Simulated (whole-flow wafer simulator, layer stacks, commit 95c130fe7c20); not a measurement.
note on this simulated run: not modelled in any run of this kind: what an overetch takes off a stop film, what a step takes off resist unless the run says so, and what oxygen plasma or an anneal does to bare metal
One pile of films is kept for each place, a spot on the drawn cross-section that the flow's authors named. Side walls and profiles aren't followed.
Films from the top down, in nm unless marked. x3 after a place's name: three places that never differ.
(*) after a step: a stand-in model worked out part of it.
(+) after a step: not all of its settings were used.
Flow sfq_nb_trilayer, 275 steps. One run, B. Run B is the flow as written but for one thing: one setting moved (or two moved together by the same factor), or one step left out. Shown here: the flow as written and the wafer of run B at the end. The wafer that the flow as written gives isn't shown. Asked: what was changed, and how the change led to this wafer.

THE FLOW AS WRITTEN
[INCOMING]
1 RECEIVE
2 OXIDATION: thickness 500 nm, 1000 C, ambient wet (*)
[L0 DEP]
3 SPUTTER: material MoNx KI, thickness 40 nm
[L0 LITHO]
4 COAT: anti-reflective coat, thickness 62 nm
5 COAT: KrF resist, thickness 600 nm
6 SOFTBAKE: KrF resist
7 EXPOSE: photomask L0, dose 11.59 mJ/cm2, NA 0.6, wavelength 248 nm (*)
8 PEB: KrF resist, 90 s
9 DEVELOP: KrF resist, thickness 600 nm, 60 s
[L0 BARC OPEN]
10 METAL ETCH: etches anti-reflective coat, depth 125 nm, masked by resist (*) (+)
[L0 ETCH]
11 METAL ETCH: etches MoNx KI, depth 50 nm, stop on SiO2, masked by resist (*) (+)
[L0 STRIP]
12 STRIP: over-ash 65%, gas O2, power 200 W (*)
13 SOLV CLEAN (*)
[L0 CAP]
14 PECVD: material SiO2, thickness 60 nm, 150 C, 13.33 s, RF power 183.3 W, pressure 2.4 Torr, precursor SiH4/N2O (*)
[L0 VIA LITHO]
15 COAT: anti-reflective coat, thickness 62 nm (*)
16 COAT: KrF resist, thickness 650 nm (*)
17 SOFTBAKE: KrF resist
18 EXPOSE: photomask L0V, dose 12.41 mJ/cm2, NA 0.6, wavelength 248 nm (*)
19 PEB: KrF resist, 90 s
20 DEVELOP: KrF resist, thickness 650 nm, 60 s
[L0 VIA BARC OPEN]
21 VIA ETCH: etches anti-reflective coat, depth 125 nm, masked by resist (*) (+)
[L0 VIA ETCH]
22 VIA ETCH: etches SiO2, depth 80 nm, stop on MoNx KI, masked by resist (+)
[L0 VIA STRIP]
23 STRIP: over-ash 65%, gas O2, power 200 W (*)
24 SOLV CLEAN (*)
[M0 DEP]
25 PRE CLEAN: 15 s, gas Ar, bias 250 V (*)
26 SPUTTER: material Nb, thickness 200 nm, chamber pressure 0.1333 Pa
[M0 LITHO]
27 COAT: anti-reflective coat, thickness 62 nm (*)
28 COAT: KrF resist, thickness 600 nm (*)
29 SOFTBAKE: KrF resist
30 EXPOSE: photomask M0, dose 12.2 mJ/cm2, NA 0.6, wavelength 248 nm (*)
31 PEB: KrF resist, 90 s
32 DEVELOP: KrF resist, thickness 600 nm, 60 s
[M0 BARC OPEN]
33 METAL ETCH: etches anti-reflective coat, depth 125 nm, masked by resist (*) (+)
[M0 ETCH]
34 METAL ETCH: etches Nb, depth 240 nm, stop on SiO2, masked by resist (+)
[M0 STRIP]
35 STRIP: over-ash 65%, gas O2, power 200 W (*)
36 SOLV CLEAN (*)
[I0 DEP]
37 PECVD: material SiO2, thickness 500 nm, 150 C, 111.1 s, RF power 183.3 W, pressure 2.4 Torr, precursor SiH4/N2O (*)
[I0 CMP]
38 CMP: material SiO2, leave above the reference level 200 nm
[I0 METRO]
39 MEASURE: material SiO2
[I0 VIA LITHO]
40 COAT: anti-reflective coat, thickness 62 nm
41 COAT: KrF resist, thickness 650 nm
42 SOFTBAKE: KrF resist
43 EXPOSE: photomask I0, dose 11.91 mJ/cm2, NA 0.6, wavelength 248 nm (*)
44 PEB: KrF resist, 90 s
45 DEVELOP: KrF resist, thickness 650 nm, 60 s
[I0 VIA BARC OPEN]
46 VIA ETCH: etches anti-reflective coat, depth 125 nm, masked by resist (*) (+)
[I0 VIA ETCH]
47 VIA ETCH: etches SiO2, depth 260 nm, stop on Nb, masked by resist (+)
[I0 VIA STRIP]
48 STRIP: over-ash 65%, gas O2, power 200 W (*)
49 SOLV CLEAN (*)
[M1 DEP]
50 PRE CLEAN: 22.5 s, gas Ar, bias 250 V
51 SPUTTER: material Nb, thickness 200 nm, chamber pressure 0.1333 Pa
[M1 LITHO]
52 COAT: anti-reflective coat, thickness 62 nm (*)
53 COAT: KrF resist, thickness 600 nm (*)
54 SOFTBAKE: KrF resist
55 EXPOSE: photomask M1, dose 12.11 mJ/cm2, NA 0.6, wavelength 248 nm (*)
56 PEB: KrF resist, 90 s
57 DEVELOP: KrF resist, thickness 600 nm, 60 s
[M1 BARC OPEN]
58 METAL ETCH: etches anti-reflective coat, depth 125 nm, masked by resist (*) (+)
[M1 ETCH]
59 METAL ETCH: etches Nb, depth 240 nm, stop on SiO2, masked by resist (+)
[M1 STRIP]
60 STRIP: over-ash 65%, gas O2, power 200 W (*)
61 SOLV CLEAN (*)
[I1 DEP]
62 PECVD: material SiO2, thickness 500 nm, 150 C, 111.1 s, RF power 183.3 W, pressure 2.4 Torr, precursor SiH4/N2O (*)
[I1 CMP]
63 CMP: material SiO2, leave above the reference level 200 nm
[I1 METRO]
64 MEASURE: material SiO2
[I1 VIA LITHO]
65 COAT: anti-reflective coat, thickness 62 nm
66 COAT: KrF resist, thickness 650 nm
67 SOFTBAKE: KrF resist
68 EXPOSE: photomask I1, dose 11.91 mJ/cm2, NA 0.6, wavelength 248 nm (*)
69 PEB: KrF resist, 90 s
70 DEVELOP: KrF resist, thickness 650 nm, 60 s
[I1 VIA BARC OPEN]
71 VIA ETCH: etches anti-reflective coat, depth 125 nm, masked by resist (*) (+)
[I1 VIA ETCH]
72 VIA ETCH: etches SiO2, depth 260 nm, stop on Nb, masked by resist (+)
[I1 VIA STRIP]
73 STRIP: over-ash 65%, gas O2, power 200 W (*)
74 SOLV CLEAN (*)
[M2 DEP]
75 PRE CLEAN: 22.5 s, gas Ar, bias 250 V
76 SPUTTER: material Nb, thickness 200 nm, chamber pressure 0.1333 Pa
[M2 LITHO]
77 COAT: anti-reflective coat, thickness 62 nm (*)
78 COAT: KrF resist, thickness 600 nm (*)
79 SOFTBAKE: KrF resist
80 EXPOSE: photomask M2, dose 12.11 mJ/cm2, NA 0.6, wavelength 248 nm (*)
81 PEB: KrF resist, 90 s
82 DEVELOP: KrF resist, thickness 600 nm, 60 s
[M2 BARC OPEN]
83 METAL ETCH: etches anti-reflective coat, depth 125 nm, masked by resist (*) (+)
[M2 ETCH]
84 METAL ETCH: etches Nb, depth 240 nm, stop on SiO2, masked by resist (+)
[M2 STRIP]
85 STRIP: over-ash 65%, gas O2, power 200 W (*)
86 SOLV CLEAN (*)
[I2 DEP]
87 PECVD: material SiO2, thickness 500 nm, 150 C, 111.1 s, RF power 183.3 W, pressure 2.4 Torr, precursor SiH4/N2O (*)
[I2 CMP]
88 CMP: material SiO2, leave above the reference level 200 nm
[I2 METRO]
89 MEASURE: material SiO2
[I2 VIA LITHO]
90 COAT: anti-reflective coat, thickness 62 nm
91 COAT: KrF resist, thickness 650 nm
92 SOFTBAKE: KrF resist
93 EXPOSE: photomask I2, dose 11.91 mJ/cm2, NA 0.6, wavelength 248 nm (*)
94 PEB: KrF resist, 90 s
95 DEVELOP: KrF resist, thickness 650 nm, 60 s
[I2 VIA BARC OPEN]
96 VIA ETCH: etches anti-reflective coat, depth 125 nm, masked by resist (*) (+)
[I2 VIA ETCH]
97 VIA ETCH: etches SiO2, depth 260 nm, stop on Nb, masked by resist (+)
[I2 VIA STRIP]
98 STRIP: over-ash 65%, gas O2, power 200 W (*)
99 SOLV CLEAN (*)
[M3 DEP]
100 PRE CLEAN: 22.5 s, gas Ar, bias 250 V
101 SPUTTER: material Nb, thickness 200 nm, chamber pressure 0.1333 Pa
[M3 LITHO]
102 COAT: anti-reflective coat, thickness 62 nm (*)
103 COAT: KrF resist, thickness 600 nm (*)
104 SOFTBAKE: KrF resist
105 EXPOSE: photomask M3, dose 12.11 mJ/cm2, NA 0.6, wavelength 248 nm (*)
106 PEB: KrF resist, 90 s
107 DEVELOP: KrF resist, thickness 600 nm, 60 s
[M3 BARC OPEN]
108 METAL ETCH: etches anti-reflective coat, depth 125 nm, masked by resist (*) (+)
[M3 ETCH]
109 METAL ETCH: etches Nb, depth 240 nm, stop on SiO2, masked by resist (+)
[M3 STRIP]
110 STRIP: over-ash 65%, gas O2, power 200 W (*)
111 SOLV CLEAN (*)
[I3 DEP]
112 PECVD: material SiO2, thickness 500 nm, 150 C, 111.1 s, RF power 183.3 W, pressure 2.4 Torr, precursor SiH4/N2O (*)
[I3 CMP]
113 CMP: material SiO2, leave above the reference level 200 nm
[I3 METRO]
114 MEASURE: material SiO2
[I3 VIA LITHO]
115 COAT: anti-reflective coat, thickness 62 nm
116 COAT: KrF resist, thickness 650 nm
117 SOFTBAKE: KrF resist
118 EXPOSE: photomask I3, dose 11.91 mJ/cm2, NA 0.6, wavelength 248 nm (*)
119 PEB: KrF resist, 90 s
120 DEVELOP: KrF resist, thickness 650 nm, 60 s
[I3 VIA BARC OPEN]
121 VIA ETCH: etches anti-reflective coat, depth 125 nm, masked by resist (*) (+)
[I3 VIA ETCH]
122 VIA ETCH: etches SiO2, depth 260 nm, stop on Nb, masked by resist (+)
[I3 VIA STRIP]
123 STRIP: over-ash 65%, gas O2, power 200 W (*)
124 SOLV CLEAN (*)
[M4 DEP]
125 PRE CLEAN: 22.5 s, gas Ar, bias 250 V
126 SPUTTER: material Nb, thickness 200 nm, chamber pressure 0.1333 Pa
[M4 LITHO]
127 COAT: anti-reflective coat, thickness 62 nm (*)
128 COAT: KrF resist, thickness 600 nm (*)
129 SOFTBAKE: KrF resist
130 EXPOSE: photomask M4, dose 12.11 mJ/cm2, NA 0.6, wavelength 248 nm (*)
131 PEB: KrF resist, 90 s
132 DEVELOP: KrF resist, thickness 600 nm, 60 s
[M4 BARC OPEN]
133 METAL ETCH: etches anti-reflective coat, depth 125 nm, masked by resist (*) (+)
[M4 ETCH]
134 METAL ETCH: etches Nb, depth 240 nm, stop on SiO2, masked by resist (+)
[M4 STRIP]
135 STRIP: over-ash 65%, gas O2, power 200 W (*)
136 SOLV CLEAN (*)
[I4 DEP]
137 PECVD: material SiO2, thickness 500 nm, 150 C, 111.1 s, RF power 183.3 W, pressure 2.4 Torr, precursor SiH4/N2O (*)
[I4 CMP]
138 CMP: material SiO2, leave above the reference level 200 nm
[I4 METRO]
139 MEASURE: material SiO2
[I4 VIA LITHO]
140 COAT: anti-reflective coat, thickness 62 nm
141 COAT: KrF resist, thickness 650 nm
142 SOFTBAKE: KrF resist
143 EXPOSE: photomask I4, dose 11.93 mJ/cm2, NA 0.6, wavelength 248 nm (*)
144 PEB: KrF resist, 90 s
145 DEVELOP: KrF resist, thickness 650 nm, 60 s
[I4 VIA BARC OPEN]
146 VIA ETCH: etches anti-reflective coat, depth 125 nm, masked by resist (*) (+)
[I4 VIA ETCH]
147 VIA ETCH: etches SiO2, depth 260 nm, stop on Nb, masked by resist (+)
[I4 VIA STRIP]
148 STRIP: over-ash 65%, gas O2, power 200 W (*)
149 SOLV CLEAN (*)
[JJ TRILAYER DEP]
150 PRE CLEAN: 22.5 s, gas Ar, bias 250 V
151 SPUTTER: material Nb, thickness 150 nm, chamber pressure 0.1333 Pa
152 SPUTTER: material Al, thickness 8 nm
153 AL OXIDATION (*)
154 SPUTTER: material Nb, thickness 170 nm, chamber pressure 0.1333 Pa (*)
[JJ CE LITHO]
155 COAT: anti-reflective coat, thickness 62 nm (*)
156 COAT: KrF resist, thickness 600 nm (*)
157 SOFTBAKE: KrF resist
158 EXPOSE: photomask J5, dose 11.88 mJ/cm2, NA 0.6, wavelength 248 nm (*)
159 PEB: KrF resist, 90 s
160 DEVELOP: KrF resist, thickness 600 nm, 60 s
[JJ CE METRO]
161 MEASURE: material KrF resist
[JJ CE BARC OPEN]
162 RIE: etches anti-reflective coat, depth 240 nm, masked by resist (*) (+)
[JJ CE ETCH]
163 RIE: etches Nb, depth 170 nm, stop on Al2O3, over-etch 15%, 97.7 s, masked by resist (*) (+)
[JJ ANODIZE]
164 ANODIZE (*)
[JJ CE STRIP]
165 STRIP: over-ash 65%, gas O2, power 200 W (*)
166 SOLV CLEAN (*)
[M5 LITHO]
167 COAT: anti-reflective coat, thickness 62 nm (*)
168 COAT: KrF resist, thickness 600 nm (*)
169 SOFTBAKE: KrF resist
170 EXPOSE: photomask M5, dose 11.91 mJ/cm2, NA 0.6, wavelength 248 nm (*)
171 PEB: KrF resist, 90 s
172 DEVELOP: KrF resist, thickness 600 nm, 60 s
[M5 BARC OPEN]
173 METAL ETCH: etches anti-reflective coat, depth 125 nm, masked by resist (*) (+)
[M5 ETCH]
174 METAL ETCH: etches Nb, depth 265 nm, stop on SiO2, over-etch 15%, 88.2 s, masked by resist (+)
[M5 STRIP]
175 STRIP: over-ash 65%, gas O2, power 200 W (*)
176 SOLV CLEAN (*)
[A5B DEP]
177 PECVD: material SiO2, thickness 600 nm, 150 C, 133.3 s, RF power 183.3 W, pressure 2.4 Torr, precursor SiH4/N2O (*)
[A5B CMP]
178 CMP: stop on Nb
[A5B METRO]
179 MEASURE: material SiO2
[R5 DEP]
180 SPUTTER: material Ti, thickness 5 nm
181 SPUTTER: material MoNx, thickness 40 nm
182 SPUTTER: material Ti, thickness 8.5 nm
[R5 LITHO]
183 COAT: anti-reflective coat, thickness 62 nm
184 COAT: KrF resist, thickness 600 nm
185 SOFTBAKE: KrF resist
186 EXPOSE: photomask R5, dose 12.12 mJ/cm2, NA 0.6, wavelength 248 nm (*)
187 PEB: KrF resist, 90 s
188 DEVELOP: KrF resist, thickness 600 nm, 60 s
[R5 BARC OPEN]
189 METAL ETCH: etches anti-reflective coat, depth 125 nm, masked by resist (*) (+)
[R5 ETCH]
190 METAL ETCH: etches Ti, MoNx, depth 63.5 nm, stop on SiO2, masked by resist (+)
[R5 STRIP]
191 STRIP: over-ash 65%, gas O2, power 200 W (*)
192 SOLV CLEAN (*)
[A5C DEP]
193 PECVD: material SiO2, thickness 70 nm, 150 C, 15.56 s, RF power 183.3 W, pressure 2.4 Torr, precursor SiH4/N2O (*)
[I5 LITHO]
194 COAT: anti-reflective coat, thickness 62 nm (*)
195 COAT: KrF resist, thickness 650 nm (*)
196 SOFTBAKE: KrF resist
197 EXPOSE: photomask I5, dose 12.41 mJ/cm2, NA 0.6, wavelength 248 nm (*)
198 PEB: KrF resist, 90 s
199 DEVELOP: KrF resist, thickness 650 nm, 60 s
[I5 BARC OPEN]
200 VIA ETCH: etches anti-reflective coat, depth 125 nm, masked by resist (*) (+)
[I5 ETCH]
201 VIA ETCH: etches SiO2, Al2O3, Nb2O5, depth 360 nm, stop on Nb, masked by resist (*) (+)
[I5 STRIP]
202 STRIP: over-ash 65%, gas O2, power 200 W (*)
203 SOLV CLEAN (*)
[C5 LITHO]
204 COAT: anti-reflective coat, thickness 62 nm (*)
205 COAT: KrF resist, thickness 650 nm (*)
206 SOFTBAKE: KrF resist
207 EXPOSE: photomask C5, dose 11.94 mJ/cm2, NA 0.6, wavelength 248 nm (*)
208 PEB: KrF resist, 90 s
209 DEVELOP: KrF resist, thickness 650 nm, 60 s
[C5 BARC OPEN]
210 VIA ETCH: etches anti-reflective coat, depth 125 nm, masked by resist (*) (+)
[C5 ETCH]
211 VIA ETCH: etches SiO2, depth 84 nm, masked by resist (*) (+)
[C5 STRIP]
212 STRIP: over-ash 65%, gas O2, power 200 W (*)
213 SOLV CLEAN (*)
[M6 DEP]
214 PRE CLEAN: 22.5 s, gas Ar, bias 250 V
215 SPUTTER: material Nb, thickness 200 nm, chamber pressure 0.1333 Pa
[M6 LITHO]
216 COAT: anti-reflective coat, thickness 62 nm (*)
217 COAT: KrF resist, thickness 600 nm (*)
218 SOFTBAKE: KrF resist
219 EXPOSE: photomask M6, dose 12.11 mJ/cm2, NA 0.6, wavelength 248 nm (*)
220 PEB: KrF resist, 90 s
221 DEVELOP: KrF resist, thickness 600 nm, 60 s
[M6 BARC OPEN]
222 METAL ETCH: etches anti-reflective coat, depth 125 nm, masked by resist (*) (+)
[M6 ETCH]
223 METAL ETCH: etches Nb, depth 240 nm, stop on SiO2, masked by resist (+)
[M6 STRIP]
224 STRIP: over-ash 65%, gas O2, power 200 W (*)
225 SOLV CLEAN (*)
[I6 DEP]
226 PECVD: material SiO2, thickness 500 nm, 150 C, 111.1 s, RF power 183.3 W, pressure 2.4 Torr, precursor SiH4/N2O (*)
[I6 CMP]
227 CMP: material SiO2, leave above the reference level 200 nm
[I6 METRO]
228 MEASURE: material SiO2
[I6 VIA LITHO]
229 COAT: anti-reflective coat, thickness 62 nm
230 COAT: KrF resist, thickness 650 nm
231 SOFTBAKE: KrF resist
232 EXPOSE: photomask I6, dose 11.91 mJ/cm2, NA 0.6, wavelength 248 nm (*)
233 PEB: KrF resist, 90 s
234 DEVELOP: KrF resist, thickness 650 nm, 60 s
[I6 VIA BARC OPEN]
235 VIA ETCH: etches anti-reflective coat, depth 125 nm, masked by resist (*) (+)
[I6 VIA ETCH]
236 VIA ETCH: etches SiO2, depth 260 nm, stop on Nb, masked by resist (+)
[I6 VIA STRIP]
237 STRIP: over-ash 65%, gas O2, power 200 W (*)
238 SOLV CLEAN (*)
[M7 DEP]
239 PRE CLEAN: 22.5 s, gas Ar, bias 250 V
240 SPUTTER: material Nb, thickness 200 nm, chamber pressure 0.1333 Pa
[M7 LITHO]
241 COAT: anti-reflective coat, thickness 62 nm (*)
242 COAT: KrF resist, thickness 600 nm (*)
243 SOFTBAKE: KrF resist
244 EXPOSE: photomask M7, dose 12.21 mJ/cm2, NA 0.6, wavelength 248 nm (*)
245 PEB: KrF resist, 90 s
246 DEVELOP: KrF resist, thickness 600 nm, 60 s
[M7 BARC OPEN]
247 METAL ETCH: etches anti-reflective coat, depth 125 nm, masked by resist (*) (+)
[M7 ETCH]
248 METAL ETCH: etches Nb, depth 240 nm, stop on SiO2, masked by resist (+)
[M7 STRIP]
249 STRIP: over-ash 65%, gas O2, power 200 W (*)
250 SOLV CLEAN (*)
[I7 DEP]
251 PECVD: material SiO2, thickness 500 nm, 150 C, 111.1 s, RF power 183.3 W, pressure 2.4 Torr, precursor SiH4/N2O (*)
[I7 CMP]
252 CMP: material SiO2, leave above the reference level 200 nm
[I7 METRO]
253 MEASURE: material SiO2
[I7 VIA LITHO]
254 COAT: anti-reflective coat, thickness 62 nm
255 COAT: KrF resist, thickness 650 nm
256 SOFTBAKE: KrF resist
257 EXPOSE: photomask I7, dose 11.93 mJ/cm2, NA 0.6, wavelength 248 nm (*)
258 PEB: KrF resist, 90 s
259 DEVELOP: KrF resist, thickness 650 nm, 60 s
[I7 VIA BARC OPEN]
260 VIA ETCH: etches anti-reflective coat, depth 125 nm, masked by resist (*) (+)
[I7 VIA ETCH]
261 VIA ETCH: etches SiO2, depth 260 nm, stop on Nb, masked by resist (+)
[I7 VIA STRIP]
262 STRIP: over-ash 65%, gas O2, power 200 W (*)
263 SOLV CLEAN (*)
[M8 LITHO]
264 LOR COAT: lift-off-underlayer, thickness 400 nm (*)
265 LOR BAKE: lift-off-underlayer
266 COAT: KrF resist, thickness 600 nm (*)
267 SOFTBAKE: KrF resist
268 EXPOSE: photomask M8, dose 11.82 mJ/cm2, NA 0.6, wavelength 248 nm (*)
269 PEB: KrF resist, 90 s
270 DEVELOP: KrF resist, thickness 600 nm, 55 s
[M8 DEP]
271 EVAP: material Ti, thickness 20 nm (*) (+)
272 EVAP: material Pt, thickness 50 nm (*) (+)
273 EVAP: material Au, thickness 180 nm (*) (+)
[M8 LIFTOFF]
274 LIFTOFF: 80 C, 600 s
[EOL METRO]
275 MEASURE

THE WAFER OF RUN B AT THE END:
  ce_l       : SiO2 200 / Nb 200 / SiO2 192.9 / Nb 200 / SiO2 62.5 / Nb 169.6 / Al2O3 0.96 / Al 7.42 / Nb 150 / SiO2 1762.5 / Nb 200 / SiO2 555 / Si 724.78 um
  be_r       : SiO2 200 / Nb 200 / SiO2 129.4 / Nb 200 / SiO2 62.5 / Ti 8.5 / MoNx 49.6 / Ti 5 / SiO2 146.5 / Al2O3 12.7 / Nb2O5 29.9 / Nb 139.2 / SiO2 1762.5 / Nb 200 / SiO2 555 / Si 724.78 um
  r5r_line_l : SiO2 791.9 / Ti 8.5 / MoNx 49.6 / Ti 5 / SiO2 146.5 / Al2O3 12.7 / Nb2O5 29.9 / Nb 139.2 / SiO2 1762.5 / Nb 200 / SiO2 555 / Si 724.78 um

The cause: step 181, SPUTTER: thickness 49.6 nm was run, where the flow has thickness 40 nm.
It can be read off the wafer: be_r has MoNx 49.6, and step 181 as written asks for 40 nm.

How the change led to this, step by step:
  181 SPUTTER: material MoNx, thickness 40 nm
      field_l, v_sur, via_wl and 103 more: MoNx +49.6 (new film) (as written it would be: MoNx +40 (new film))
  190 METAL ETCH: etches Ti, MoNx, depth 63.5 nm, stop on SiO2, masked by resist (+)
      field_l, v_sur, via_wl and 92 more: Ti -8.5 (all of it), MoNx -49.6 (all of it), Ti -5 (all of it) (as written it would be: Ti -8.5 (all of it), MoNx -40 (all of it), Ti -5 (all of it))
      ce_l, c5j, ce_r, wl_jj: Ti -8.5 (all of it), MoNx -49.6 (all of it), Ti -5 (all of it), Nb -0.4 (as written it would be: Ti -8.5 (all of it), MoNx -40 (all of it), Ti -5 (all of it), Nb -10)
  194 COAT: anti-reflective coat, thickness 62 nm (*)
      wl_j_sl, wl_j_sr: anti-reflective coat +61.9 (new film) (as written it would be: anti-reflective coat +60.2 (new film))
      r5r_spacepad_l, r5r_spacepad_r: anti-reflective coat +88.5 (new film) (as written it would be: anti-reflective coat +84.4 (new film))
      (and at 12 more places)
  202 STRIP: over-ash 65%, gas O2, power 200 W (*)
      wl_j_sl, wl_j_sr: KrF resist -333 (all of it), anti-reflective coat -61.9 (all of it) (as written it would be: KrF resist -333.3 (all of it), anti-reflective coat -60.2 (all of it))
      r5r_spacepad_l, r5r_spacepad_r: KrF resist -335.9 (all of it), anti-reflective coat -88.5 (all of it) (as written it would be: KrF resist -335.6 (all of it), anti-reflective coat -84.4 (all of it))
      (and at 12 more places)
  204 COAT: anti-reflective coat, thickness 62 nm (*)
      wl_j_sl, wl_j_sr: anti-reflective coat +61.9 (new film) (as written it would be: anti-reflective coat +60.2 (new film))
      r5r_spacepad_l, r5r_spacepad_r: anti-reflective coat +88.5 (new film) (as written it would be: anti-reflective coat +84.4 (new film))
      (and at 12 more places)
  210 VIA ETCH: etches anti-reflective coat, depth 125 nm, masked by resist (*) (+)
      c5j: anti-reflective coat -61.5 (all of it), SiO2 -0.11 (as written it would be: anti-reflective coat -63.9 (all of it), SiO2 -0.11)
  212 STRIP: over-ash 65%, gas O2, power 200 W (*)
      wl_j_sl, wl_j_sr: KrF resist -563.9 (all of it), anti-reflective coat -61.9 (all of it) (as written it would be: KrF resist -563.4 (all of it), anti-reflective coat -60.2 (all of it))
      r5r_spacepad_l, r5r_spacepad_r: KrF resist -566.8 (all of it), anti-reflective coat -88.5 (all of it) (as written it would be: KrF resist -565.8 (all of it), anti-reflective coat -84.4 (all of it))
      (and at 11 more places)
  216 COAT: anti-reflective coat, thickness 62 nm (*)
      r5r_line_l, r5r_line_c, r5r_line_r: anti-reflective coat +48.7 (new film) (as written it would be: anti-reflective coat +50 (new film))
      wl_j_sl, wl_j_sr: anti-reflective coat +61.9 (new film) (as written it would be: anti-reflective coat +60.2 (new film))
      (and at 9 more places)
  222 METAL ETCH: etches anti-reflective coat, depth 125 nm, masked by resist (*) (+)
      r5r_line_l, r5r_line_c, r5r_line_r: anti-reflective coat -48.7 (all of it) (as written it would be: anti-reflective coat -50 (all of it))
      r5r_spacepad_l, r5r_spacepad_r: anti-reflective coat -90.5 (all of it) (as written it would be: anti-reflective coat -85.7 (all of it))
      (and at 1 more place)
  224 STRIP: over-ash 65%, gas O2, power 200 W (*)
      wl_j_sl, wl_j_sr: KrF resist -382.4 (all of it), anti-reflective coat -61.9 (all of it) (as written it would be: KrF resist -382.5 (all of it), anti-reflective coat -60.2 (all of it))
      jj_sur: KrF resist -378.7 (all of it), anti-reflective coat -58.5 (all of it) (as written it would be: KrF resist -378.5 (all of it), anti-reflective coat -56.1 (all of it))
      (and at 5 more places)
  227 CMP: material SiO2, leave above the reference level 200 nm
      r5r_line_l, r5r_spacepad_l, r5r_spacepad_r, r5r_line_c, r5r_line_r: SiO2 -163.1 (as written it would be: SiO2 -153.5)
      ce_l, ce_r, wl_jj: SiO2 -299.6 (as written it would be: SiO2 -290)
      (and at 5 more places)
